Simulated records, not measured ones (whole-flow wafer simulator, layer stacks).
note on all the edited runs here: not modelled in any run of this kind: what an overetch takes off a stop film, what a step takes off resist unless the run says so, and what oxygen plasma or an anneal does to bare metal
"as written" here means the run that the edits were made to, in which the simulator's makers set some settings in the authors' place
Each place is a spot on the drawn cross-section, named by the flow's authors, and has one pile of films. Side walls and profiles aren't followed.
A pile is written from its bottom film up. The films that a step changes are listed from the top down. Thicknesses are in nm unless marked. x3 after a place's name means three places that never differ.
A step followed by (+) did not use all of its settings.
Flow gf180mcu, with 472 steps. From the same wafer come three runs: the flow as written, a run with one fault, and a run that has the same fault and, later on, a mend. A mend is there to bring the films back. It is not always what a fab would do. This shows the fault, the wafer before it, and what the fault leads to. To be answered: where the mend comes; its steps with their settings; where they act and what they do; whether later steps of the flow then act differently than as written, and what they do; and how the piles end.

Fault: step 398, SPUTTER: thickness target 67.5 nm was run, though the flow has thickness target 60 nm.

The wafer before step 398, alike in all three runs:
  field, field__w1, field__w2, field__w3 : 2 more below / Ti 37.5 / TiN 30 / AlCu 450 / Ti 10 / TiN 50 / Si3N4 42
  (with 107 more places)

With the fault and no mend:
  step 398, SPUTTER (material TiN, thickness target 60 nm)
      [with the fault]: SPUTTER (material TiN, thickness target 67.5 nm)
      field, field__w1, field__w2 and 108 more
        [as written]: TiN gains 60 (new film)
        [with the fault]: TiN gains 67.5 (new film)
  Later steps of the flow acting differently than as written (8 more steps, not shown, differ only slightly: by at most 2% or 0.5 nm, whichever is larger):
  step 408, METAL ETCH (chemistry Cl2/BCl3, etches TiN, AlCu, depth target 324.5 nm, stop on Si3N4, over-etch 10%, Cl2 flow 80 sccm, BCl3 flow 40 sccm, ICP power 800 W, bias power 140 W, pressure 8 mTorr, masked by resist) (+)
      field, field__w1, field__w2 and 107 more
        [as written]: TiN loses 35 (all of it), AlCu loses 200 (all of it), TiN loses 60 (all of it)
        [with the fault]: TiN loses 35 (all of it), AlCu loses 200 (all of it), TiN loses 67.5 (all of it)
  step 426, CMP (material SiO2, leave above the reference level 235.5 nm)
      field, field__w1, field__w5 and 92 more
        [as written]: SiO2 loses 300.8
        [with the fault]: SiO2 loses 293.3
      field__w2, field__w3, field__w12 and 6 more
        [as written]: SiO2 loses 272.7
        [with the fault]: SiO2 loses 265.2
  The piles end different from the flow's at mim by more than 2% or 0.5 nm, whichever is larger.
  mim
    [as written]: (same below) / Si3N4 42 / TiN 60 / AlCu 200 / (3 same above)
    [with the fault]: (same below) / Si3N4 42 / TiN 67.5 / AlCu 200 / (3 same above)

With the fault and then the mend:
  The mend follows step 398.
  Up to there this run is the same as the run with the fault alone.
  step 398a, METAL ETCH (chemistry Cl2/BCl3, etches TiN, AlCu, Ti, depth target 7.5 nm, Cl2 flow 80 sccm, BCl3 flow 40 sccm, ICP power 800 W, bias power 140 W, pressure 8 mTorr) (the flow's step 260, run once more with other settings)
      field, field__w1, field__w2 and 108 more
        TiN loses 7.5
  Later steps of the flow that are run all act as written at every place that is followed.
  By the end, the piles equal the flow's at every place that both follow.
